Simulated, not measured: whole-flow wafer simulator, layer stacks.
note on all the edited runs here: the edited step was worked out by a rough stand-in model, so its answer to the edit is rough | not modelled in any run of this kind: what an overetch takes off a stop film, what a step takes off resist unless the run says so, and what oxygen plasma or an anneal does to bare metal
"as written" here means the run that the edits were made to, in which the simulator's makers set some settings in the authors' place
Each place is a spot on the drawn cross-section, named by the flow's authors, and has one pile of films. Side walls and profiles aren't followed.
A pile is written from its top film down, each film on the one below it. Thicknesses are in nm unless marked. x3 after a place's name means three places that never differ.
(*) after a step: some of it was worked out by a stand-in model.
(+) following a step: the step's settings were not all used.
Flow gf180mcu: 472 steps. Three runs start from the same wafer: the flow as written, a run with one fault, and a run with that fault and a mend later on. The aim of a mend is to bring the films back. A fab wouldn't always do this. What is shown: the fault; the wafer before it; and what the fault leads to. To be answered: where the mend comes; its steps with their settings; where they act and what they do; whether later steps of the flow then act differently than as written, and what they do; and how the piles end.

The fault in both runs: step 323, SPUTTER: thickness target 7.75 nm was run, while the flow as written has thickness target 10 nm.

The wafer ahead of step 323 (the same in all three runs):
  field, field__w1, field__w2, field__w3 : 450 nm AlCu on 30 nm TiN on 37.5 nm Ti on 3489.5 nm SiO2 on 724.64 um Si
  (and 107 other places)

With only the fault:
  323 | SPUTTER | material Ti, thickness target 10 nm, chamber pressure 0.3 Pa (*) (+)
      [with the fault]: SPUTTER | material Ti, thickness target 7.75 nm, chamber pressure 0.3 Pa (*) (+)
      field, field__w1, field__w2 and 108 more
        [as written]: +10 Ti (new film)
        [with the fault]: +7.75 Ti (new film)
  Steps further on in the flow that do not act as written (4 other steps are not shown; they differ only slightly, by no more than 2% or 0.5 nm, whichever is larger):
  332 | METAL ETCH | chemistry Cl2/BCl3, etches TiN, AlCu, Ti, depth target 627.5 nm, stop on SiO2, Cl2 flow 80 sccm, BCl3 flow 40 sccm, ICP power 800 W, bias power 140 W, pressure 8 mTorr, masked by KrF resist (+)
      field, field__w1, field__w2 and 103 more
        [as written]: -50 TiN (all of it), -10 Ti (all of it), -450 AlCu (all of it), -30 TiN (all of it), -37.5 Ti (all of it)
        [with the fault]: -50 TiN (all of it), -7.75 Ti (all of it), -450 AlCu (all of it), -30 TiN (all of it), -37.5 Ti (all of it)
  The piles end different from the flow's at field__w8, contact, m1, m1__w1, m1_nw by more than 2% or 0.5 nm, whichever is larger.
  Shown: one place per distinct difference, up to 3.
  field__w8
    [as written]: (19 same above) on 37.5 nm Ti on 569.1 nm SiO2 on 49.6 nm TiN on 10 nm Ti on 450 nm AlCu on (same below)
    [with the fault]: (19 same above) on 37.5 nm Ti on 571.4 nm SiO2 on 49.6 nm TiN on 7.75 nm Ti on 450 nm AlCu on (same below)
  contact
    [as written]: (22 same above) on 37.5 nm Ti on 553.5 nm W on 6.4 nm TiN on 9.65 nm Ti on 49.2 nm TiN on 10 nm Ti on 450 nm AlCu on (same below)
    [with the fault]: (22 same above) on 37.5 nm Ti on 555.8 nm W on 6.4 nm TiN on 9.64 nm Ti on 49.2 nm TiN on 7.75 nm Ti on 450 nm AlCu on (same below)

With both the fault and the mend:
  The mend stands after step 323.
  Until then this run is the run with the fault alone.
  323a | SPUTTER | material Ti, thickness target 2.25 nm, chamber pressure 0.3 Pa (*) (+) (the flow's step 323, run once more with other settings)
      field, field__w1, field__w2 and 108 more
        +2.25 Ti
  Later steps of the flow that are run all act as written at every place that is followed.
  The piles end the same as the flow's at every place that both follow.
